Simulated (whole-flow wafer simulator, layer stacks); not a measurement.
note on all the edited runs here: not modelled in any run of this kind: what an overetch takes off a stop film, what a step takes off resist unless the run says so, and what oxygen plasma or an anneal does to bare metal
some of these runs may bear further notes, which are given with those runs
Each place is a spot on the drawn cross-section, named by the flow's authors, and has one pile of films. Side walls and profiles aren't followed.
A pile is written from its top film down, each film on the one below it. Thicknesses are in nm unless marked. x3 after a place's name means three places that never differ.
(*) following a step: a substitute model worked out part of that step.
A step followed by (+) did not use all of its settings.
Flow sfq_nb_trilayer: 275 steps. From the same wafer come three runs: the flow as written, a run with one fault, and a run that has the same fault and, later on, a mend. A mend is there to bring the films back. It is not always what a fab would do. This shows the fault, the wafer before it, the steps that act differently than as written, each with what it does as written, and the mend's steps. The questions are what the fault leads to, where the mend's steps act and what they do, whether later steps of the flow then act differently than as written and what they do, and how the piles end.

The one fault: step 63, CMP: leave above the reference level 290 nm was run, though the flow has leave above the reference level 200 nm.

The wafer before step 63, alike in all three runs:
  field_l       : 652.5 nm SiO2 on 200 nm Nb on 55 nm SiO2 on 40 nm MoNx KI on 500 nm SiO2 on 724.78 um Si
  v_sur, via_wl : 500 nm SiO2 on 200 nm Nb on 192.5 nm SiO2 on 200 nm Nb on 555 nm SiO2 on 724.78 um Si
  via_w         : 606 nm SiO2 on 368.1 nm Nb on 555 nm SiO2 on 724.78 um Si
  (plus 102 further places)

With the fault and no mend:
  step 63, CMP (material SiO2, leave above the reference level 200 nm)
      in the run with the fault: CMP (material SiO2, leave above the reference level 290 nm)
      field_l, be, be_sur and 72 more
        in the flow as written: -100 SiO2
        in the run with the fault: -10 SiO2
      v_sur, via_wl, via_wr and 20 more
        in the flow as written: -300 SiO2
        in the run with the fault: -210 SiO2
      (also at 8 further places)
  Steps later in the flow that act otherwise than as written (4 more steps, not shown, differ only slightly: by at most 2% or 0.5 nm, whichever is larger):
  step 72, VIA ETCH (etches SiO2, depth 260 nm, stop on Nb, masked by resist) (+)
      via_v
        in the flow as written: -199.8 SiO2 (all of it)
        in the run with the fault: -260 SiO2
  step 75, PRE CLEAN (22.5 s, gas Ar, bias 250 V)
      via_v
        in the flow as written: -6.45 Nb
        in the run with the fault: -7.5 SiO2
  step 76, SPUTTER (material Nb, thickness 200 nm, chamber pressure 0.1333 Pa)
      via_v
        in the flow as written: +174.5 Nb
        in the run with the fault: +163.1 Nb (new film)
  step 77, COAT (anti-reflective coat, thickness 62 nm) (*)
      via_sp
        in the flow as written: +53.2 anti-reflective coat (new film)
        in the run with the fault: +51.9 anti-reflective coat (new film)
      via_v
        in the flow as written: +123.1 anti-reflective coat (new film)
        in the run with the fault: +136.1 anti-reflective coat (new film)
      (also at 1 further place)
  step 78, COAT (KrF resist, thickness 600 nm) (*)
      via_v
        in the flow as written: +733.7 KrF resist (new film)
        in the run with the fault: +783.4 KrF resist (new film)
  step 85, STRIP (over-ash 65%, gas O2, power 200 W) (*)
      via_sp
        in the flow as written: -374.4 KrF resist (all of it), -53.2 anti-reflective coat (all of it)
        in the run with the fault: -370.4 KrF resist (all of it), -51.9 anti-reflective coat (all of it)
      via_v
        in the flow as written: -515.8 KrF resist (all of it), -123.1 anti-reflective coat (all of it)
        in the run with the fault: -565.3 KrF resist (all of it), -136.1 anti-reflective coat (all of it)
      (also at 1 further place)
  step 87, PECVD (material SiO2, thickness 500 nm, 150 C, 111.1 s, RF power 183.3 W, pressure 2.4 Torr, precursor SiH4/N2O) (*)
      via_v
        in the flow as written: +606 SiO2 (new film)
        in the run with the fault: +678.7 SiO2 (new film)
  By the end, the piles at field_l, v_sur, via_wl and 103 more depart from the flow's by more than 2% or 0.5 nm, whichever is larger.
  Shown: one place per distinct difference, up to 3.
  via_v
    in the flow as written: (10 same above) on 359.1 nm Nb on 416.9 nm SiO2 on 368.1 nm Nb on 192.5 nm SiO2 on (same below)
    in the run with the fault: (10 same above) on 359.1 nm Nb on 489.6 nm SiO2 on 163.1 nm Nb on 22.3 nm SiO2 on 200 nm Nb on 192.5 nm SiO2 on (same below)
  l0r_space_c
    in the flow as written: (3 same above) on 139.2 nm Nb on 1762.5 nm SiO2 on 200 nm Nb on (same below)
    in the run with the fault: (3 same above) on 139.2 nm Nb on 1852.5 nm SiO2 on 200 nm Nb on (same below)
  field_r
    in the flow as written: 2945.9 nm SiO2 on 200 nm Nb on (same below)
    in the run with the fault: 3035.9 nm SiO2 on 200 nm Nb on (same below)

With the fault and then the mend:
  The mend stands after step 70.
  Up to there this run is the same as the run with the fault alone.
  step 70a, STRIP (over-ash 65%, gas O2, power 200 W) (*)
      field_l, v_sur, via_wl and 102 more
        -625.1 KrF resist (all of it), -62 anti-reflective coat (all of it)
      via_v
        -62 anti-reflective coat (all of it)
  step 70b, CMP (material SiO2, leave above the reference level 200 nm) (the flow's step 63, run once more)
      field_l, v_sur, via_wl and 103 more
        -90 SiO2
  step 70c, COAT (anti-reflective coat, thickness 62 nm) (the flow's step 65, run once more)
      field_l, v_sur, via_wl and 103 more
        +62 anti-reflective coat (new film)
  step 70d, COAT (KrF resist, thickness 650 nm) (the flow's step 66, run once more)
      field_l, v_sur, via_wl and 103 more
        +650 KrF resist (new film)
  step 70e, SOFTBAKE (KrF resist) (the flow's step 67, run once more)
      does not change any film at any place that is followed
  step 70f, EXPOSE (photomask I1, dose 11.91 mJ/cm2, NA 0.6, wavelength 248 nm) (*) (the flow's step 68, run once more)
      does not change any film at any place that is followed
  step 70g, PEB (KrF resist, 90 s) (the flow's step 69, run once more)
      field_l, v_sur, via_wl and 103 more
        -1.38 KrF resist
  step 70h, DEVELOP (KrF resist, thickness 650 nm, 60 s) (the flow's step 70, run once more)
      field_l, v_sur, via_wl and 102 more
        -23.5 KrF resist
      via_v
        -648.6 KrF resist (all of it)
  None of the later steps of the flow acts differently than as written at any place that is followed.
  By the end, the piles equal the flow's at every place that both follow.
